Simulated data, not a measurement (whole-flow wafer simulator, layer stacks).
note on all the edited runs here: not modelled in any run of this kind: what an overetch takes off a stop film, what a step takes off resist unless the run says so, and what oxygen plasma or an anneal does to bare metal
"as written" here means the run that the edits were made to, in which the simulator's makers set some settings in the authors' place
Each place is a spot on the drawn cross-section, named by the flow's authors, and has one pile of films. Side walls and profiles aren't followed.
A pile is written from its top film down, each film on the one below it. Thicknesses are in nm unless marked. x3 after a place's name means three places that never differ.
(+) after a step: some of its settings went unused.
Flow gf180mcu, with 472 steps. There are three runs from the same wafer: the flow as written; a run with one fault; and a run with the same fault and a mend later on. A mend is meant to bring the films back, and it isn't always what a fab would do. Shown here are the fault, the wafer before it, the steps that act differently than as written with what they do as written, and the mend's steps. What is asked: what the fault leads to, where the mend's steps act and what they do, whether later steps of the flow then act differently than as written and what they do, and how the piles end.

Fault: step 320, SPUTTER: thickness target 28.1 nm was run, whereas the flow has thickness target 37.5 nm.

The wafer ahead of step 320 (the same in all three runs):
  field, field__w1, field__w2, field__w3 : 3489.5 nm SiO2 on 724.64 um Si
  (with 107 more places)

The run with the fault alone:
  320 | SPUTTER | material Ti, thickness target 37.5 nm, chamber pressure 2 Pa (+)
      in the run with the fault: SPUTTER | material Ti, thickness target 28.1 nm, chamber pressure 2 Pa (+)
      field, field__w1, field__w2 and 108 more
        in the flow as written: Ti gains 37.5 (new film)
        in the run with the fault: Ti gains 28.1 (new film)
  Later steps of the flow acting differently than as written:
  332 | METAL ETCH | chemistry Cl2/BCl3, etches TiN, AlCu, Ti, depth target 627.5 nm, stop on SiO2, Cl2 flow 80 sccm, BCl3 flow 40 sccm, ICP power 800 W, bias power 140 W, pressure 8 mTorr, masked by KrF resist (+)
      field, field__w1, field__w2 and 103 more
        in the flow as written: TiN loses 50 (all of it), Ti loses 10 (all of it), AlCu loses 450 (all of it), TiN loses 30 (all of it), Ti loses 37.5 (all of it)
        in the run with the fault: TiN loses 50 (all of it), Ti loses 10 (all of it), AlCu loses 450 (all of it), TiN loses 30 (all of it), Ti loses 28.1 (all of it)
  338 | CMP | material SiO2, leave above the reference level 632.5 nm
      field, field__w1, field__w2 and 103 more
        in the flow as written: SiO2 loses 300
        in the run with the fault: SiO2 loses 309.4
  By the end, the piles at field__w8, contact, m1, m1__w1, m1_nw depart from the flow's by more than 2% or 0.5 nm, whichever is larger.
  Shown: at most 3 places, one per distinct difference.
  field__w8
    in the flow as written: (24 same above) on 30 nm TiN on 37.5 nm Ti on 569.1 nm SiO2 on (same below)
    in the run with the fault: (24 same above) on 30 nm TiN on 28.1 nm Ti on 569.1 nm SiO2 on (same below)
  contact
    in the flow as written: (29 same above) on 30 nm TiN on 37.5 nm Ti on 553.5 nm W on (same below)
    in the run with the fault: (29 same above) on 30 nm TiN on 28.1 nm Ti on 553.5 nm W on (same below)

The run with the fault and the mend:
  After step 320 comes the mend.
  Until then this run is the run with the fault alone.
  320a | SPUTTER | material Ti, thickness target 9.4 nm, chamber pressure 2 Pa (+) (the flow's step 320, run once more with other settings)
      field, field__w1, field__w2 and 108 more
        Ti gains 9.4
  Later steps of the flow that are run all act as written at every place that is followed.
  The piles end the same as the flow's at every place that both follow.
